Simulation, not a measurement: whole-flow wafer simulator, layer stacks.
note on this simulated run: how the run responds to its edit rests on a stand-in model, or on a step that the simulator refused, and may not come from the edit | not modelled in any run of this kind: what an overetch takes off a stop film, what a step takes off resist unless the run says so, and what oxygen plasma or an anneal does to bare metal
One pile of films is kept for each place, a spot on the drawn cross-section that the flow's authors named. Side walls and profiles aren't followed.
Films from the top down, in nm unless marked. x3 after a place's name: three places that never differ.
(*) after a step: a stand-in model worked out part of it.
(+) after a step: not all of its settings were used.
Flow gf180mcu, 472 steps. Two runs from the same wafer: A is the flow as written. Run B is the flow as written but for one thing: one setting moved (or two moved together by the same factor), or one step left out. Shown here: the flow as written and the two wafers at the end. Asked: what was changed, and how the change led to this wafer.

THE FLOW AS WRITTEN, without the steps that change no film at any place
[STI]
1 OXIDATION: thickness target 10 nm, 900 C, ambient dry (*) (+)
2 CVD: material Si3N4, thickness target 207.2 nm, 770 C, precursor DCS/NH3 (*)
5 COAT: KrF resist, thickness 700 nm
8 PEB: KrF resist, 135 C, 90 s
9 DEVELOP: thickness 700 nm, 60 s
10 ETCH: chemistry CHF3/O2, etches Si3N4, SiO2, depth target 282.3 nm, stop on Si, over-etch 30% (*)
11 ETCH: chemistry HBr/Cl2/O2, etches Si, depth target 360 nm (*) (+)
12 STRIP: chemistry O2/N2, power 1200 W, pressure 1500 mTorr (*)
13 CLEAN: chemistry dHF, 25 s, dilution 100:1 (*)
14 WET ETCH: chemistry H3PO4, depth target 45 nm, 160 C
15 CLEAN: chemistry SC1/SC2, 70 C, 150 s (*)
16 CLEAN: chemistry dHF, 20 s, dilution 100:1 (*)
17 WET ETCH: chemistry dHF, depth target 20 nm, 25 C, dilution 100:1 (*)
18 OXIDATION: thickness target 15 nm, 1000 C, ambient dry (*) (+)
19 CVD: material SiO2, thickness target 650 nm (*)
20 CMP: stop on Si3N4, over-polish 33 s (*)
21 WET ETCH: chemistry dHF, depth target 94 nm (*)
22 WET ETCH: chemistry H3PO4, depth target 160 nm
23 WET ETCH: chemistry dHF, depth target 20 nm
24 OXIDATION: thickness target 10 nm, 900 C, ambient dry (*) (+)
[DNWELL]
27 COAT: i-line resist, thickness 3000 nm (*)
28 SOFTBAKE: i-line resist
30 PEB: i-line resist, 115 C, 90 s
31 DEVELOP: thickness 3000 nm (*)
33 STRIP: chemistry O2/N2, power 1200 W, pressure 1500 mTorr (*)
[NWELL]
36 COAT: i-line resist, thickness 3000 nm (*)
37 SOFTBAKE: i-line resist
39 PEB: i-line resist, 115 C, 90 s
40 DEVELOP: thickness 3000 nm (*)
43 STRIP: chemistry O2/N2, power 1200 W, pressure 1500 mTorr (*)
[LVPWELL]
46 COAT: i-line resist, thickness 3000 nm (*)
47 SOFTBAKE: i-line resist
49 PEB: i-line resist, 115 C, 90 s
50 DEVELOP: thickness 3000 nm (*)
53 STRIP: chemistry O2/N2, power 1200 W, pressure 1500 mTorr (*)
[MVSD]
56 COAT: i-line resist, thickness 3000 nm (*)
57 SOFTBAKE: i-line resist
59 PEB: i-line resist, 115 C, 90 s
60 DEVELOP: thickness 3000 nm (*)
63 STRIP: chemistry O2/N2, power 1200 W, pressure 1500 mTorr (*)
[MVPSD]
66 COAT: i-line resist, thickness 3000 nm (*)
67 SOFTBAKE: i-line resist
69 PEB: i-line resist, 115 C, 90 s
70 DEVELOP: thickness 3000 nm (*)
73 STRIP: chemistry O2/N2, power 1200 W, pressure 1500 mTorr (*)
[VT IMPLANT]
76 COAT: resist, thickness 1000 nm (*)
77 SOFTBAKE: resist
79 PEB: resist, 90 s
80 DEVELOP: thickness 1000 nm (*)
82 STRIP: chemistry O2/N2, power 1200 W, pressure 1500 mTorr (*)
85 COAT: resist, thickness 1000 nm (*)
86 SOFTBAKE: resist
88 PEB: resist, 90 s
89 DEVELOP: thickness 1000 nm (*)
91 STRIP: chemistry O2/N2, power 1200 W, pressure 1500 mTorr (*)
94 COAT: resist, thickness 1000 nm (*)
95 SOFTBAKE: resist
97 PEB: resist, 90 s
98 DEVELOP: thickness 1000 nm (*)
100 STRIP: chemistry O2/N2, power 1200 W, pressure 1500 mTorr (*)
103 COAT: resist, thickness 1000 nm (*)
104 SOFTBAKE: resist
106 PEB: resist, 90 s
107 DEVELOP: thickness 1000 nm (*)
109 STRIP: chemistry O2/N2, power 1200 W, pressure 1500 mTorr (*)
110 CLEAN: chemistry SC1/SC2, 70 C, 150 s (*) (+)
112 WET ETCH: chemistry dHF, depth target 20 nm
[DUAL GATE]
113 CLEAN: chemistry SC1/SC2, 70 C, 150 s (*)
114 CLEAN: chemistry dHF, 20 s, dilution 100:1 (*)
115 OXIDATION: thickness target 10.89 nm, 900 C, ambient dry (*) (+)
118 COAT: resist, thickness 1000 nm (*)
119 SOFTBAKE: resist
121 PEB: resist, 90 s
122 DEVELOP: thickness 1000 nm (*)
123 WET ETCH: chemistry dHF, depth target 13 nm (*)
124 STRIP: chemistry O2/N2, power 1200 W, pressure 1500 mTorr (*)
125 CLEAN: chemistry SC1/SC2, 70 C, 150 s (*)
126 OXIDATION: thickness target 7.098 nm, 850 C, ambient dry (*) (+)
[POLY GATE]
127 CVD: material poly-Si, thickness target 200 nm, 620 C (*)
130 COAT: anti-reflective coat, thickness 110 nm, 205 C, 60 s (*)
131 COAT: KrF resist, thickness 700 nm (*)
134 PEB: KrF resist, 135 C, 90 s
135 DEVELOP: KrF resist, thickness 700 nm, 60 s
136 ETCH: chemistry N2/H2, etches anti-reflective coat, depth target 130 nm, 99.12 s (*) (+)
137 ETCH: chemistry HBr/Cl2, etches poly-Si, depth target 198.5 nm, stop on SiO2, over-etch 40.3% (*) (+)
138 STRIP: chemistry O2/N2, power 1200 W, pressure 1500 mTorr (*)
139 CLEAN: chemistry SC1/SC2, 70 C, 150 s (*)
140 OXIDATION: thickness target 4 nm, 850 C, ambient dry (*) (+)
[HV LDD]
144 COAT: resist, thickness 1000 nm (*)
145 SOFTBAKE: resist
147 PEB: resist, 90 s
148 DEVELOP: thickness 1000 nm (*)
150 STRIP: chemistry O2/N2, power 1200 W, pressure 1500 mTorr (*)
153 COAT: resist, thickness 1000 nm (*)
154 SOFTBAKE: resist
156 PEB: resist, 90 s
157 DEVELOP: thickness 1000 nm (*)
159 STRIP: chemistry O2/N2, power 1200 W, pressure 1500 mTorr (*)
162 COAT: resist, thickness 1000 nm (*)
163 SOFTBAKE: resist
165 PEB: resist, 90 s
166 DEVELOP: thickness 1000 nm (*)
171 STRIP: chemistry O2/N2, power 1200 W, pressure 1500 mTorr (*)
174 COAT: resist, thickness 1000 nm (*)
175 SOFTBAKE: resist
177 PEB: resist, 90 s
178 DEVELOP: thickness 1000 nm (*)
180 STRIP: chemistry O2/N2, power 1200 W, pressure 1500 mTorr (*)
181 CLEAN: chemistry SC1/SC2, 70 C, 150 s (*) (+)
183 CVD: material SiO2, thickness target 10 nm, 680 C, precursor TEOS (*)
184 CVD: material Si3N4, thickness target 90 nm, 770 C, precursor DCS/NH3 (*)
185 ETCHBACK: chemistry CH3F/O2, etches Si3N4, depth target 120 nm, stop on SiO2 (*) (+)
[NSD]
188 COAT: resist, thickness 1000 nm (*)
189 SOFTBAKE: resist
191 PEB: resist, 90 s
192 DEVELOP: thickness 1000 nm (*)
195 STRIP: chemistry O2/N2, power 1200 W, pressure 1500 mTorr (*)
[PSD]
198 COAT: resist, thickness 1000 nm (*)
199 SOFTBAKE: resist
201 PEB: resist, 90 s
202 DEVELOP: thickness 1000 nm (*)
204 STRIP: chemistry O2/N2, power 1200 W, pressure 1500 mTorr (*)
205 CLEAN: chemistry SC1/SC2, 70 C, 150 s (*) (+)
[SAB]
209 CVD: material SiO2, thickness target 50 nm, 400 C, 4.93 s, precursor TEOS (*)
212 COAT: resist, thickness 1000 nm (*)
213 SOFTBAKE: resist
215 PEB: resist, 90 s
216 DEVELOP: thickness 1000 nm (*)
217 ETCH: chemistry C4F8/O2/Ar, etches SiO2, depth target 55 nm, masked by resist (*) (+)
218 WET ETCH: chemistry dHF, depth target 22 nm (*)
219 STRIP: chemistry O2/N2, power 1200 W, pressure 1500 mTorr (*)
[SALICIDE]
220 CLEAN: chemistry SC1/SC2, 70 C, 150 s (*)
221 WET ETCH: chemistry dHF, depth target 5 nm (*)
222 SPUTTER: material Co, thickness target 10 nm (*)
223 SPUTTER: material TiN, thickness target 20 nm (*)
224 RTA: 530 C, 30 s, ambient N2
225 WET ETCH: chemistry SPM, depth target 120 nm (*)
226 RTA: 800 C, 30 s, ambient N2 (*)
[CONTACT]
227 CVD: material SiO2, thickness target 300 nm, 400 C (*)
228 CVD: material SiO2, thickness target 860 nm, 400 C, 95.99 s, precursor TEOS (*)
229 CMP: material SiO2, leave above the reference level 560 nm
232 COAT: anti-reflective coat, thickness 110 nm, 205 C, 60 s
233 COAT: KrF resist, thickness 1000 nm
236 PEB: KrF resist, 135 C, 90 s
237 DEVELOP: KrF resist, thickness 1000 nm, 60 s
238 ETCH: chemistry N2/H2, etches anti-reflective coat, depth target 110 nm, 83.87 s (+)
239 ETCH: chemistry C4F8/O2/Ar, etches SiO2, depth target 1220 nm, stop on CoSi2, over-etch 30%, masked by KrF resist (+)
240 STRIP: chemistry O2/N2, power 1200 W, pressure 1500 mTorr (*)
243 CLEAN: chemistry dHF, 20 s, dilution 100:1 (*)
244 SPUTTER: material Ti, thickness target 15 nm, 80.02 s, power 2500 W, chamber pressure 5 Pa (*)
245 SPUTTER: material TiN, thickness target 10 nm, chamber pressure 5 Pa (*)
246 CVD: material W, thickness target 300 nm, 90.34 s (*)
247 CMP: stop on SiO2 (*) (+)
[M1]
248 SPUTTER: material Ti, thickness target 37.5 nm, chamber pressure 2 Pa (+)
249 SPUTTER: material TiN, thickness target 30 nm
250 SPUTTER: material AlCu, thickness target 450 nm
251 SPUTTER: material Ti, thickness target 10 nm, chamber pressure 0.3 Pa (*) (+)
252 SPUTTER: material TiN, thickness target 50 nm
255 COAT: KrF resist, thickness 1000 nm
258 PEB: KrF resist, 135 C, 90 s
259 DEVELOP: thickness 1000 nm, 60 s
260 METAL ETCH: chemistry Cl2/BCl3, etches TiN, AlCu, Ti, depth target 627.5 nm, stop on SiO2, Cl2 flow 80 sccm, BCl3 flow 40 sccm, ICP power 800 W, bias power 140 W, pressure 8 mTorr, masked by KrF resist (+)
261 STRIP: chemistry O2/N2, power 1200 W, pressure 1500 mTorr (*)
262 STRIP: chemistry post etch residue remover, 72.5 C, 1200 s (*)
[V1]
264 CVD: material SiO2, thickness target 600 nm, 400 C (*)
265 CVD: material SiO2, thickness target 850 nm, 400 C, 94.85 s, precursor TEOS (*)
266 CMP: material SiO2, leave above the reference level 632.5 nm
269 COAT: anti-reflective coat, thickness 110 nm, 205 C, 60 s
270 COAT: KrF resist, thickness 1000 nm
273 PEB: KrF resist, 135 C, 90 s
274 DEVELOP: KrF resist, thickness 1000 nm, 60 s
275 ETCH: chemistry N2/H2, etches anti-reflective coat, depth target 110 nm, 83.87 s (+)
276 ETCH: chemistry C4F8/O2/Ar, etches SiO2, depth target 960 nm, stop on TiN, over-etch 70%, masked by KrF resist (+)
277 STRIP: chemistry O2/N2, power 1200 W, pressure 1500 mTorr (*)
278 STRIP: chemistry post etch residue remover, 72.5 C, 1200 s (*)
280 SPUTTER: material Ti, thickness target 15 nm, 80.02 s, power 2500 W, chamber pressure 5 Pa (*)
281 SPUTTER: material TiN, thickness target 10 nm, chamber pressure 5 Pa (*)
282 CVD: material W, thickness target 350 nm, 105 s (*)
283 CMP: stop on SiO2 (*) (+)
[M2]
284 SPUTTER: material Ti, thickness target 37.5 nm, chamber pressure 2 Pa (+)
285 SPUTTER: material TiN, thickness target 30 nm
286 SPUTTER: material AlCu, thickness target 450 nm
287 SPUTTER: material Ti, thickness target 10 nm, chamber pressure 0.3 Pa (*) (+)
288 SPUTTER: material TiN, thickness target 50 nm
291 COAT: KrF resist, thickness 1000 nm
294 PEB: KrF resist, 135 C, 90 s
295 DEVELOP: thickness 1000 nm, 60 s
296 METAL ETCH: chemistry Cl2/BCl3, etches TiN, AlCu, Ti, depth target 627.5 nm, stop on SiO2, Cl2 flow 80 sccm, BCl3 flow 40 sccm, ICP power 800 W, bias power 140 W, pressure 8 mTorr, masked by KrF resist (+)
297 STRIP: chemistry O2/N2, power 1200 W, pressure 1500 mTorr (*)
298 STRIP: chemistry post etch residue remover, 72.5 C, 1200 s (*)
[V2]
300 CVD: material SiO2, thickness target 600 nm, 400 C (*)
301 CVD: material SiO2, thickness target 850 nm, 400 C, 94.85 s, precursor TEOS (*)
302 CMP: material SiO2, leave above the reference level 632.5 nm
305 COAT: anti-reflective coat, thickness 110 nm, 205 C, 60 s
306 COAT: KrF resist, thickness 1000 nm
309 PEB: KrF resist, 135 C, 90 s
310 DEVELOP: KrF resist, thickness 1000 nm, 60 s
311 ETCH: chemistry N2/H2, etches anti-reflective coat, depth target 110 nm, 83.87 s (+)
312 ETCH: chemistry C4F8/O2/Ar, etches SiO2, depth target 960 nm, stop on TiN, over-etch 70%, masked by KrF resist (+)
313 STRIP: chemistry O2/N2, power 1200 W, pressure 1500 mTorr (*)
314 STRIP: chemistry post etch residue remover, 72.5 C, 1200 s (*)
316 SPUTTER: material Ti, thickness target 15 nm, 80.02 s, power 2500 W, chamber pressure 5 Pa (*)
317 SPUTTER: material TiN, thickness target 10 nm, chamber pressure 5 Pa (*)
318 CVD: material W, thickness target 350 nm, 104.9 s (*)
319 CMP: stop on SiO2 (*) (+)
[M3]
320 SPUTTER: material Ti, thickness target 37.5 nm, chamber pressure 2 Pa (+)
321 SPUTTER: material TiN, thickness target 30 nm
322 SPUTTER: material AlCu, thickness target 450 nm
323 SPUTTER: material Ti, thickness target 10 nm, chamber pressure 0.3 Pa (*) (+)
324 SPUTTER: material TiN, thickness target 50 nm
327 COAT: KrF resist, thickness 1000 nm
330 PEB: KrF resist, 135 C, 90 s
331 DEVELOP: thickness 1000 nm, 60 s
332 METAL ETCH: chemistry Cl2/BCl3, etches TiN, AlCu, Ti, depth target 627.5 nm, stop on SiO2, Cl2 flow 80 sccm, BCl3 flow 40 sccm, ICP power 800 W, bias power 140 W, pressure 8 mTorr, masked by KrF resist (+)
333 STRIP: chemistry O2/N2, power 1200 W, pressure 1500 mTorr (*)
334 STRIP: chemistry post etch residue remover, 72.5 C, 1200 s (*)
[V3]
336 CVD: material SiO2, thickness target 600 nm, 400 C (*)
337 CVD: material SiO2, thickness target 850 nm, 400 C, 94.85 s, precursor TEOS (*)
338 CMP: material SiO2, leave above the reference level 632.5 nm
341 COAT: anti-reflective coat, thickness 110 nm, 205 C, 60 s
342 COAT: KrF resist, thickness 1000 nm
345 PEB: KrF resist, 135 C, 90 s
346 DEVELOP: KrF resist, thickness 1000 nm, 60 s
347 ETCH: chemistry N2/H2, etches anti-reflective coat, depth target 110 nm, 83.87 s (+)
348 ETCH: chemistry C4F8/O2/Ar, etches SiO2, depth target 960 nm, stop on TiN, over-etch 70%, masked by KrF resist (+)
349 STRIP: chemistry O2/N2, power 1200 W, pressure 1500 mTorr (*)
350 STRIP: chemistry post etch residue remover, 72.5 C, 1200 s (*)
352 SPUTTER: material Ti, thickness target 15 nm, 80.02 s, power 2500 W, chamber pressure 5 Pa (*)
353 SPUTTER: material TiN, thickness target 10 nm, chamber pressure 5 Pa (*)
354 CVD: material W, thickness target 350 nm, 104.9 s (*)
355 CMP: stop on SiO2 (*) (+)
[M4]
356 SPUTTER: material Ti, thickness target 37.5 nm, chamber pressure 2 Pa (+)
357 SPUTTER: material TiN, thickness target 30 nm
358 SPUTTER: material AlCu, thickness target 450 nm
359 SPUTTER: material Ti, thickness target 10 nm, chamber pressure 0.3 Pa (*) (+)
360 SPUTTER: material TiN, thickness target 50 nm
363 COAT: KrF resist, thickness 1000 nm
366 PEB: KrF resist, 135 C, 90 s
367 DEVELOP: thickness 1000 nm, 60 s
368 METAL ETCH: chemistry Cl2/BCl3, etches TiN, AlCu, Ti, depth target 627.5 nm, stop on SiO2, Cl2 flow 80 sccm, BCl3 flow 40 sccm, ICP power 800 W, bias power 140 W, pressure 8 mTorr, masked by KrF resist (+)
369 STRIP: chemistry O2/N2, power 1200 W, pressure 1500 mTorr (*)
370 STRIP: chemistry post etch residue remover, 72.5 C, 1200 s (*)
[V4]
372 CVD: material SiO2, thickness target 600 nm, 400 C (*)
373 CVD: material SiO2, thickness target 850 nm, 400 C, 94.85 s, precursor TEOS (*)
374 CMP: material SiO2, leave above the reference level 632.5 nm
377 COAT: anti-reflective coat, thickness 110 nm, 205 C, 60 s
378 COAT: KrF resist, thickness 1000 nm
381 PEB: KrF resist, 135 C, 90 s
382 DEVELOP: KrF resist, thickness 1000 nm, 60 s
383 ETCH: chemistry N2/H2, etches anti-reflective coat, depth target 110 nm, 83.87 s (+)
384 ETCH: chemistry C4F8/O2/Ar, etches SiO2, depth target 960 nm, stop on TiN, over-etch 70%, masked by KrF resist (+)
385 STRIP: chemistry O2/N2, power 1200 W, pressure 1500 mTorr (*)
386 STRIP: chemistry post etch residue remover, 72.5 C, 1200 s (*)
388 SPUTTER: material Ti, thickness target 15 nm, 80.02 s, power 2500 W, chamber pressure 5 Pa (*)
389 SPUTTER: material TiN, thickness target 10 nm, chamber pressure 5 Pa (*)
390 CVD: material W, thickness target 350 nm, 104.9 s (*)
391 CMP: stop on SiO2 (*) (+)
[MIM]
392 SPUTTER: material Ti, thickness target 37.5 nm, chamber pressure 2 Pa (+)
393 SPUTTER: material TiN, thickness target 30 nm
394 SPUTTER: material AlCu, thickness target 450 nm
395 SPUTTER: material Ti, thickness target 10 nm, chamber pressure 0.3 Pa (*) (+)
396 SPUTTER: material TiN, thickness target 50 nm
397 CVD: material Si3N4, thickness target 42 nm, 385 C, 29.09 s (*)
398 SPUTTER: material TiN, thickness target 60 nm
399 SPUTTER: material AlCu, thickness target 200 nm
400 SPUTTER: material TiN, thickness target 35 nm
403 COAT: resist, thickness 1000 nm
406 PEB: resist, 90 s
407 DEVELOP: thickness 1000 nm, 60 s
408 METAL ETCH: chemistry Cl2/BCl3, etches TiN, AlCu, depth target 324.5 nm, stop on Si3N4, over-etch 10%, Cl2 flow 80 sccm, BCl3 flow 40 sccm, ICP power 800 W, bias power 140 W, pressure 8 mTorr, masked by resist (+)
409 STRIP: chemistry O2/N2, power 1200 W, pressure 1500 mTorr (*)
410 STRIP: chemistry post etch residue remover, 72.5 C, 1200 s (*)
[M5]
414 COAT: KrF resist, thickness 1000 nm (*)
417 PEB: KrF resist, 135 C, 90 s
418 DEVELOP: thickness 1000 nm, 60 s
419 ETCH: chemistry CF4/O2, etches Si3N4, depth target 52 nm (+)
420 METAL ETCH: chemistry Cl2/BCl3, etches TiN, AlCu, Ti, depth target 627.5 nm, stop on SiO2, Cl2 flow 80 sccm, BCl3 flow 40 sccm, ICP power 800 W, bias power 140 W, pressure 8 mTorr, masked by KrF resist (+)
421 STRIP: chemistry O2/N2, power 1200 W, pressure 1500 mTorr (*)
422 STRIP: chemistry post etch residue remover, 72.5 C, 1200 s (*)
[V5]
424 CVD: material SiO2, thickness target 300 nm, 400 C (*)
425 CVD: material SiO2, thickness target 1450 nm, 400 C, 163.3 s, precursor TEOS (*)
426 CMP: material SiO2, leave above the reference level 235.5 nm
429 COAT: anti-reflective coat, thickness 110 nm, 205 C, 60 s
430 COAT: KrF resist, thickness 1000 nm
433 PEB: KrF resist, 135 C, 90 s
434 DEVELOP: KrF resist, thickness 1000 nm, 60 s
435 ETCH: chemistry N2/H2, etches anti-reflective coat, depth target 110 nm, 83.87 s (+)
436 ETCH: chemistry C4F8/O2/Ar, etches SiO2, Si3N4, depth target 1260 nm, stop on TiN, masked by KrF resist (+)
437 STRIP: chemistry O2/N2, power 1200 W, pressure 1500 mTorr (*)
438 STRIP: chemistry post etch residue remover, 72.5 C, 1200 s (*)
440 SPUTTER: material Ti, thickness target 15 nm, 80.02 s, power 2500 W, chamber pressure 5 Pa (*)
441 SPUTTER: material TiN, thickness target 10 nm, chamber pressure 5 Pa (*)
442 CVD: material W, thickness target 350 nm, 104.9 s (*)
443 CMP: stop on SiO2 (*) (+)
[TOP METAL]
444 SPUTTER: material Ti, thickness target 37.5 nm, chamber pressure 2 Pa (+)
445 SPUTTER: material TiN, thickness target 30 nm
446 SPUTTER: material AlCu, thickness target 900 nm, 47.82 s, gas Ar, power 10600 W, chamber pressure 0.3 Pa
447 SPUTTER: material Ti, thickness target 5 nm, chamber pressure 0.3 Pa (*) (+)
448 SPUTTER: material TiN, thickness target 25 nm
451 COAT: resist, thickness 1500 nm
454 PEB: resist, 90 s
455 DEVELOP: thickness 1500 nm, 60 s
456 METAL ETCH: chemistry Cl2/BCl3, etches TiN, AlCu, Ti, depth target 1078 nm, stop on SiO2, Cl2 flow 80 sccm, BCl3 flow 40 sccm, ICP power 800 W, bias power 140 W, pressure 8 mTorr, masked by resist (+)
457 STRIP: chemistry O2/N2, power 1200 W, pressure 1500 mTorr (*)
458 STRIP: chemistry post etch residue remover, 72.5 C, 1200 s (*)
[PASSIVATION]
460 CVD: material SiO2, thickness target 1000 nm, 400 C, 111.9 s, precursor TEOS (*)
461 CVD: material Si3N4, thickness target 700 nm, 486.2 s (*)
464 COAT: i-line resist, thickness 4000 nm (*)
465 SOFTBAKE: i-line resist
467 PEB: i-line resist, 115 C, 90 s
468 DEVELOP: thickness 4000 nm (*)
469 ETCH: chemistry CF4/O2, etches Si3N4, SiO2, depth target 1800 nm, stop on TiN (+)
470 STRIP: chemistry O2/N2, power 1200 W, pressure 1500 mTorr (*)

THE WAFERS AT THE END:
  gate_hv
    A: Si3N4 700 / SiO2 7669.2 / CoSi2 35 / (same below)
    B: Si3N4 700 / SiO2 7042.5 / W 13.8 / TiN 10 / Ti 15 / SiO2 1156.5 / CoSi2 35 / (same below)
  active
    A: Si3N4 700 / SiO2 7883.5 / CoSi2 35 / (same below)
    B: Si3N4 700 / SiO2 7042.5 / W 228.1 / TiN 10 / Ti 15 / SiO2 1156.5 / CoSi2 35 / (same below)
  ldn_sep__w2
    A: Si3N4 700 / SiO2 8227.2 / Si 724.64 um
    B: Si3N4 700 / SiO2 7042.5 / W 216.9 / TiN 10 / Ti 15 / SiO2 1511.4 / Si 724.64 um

The cause: step 229, CMP: material SiO2, leave above the reference level 560 nm, was left out.

How the change led to this, step by step:
  232 COAT: anti-reflective coat, thickness 110 nm, 205 C, 60 s
      sti, mim_1p0, pad, dice_street: A anti-reflective coat +110 (new film) | B anti-reflective coat +106.6 (new film)
      field__w1, field_sub__w5: A anti-reflective coat +110 (new film) | B anti-reflective coat +119.9 (new film)
      (and at 101 more places)
  233 COAT: KrF resist, thickness 1000 nm
      p_well, sti, sd_n, mim_1p0, pad, dice_street: A KrF resist +1000 (new film) | B KrF resist +1047.4 (new film)
      field: A KrF resist +1000 (new film) | B KrF resist +1035.6 (new film)
      (and at 64 more places)
  236 PEB: KrF resist, 135 C, 90 s
      polyc_n, gate_hv5, ldp_drn: A KrF resist -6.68 | B KrF resist -5.38
      gate_p, npoly_sal: A KrF resist -6.68 | B KrF resist -5.98
      (and at 42 more places)
  237 DEVELOP: KrF resist, thickness 1000 nm, 60 s
      polyc_n: A KrF resist -993.3 (all of it) | B KrF resist -885.8 (all of it)
      polyc_p: A KrF resist -993.3 (all of it) | B KrF resist -887.2 (all of it)
  238 ETCH: chemistry N2/H2, etches anti-reflective coat, depth target 110 nm, 83.87 s (+)
      contact: A anti-reflective coat -110 (all of it), SiO2 -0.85 | B anti-reflective coat -143
      polyc_n: A anti-reflective coat -110 (all of it), SiO2 -0.85 | B anti-reflective coat -13.3 (all of it), SiO2 -3.33
      (and at 1 more place)
  239 ETCH: chemistry C4F8/O2/Ar, etches SiO2, depth target 1220 nm, stop on CoSi2, over-etch 30%, masked by KrF resist (+)
      contact: A SiO2 -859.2 (all of it) | B anti-reflective coat -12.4 (all of it), SiO2 -1143.2 (all of it)
      field, field__w1, field__w2 and 105 more: A KrF resist -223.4 | B KrF resist -244
      (and at 2 more places)
  240 STRIP: chemistry O2/N2, power 1200 W, pressure 1500 mTorr (*)
      sti, mim_1p0, pad, dice_street: A KrF resist -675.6 (all of it), anti-reflective coat -110 (all of it) | B KrF resist -702 (all of it), anti-reflective coat -106.6 (all of it)
      p_well, sd_n: A KrF resist -675.6 (all of it), anti-reflective coat -110 (all of it) | B KrF resist -702 (all of it), anti-reflective coat -103.6 (all of it)
      (and at 102 more places)
  244 SPUTTER: material Ti, thickness target 15 nm, 80.02 s, power 2500 W, chamber pressure 5 Pa (*)
      mim, ld_sd_p, ld_drift_p: A Ti +15 (new film) | B Ti +14 (new film)
      field__w12, ld_drift_n: A Ti +15 (new film) | B Ti +13 (new film)
      (and at 7 more places)
  245 SPUTTER: material TiN, thickness target 10 nm, chamber pressure 5 Pa (*)
      field__w2, ld_drift_p: A TiN +10 (new film) | B TiN +9.35 (new film)
      field__w3: A TiN +10 (new film) | B TiN +9.48 (new film)
      (and at 6 more places)
  246 CVD: material W, thickness target 300 nm, 90.34 s (*)
      polyc_n, polyc_p: A W +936 (new film) | B W +1456.5 (new film)
      field__w12: A W +300 (new film) | B W +308 (new film)
      (and at 1 more place)
  247 CMP: stop on SiO2 (*) (+)
      gate_hv, gate_nat, ld_gate_n and 11 more: A W -300 (all of it), TiN -10 (all of it), Ti -15 (all of it), SiO2 -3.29 | B W -274
      ldn_sep__w1, ldn_sep__w2, ldn_dft and 8 more: A W -300 (all of it), TiN -10 (all of it), Ti -15 (all of it), SiO2 -3.29 | B W -70.8
      (and at 86 more places)
  260 METAL ETCH: chemistry Cl2/BCl3, etches TiN, AlCu, Ti, depth target 627.5 nm, stop on SiO2, Cl2 flow 80 sccm, BCl3 flow 40 sccm, ICP power 800 W, bias power 140 W, pressure 8 mTorr, masked by KrF resist (+)
      field, field__w1, field__w2 and 94 more: A TiN -50 (all of it), Ti -10 (all of it), AlCu -450 (all of it), TiN -30 (all of it), Ti -37.5 (all of it) | B TiN -50 (all of it), Ti -10 (all of it), AlCu -450 (all of it), TiN -30 (all of it), Ti -37.5 (all of it), W -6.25
      mim: A TiN -50 (all of it), Ti -10 (all of it), AlCu -450 (all of it), TiN -30 (all of it), Ti -37.5 (all of it) | B TiN -49.4 (all of it), Ti -9.78 (all of it), AlCu -450 (all of it), TiN -30 (all of it), Ti -37.5 (all of it), W -6.36
      (and at 2 more places)
  262 STRIP: chemistry post etch residue remover, 72.5 C, 1200 s (*)
      field, field__w1, field__w2 and 93 more: A nothing | B W -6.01
      ld_fp_n, ld_fp_p: A nothing | B W -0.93 (all of it), TiN -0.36
  264 CVD: material SiO2, thickness target 600 nm, 400 C (*)
      field, field__w1, field__w2 and 97 more: A SiO2 +600 | B SiO2 +600 (new film)
  266 CMP: material SiO2, leave above the reference level 632.5 nm
      field, field__w1, field__w2 and 90 more: A SiO2 -300 | B SiO2 -287.7
      field__w3, field__w12: A SiO2 -300 | B SiO2 -284.4
      (and at 5 more places)
Counting metal films that touch as one body, gate_hv has 2 bodies (between them, from the top down: SiO2 1156.5); the flow as written gives 1 body.
Counting metal films that touch as one body, active has 2 bodies (between them, from the top down: SiO2 1156.5); the flow as written gives 1 body.
Counting metal films that touch as one body, ldn_sep__w2 has 1 body; the flow as written gives 0 bodies.
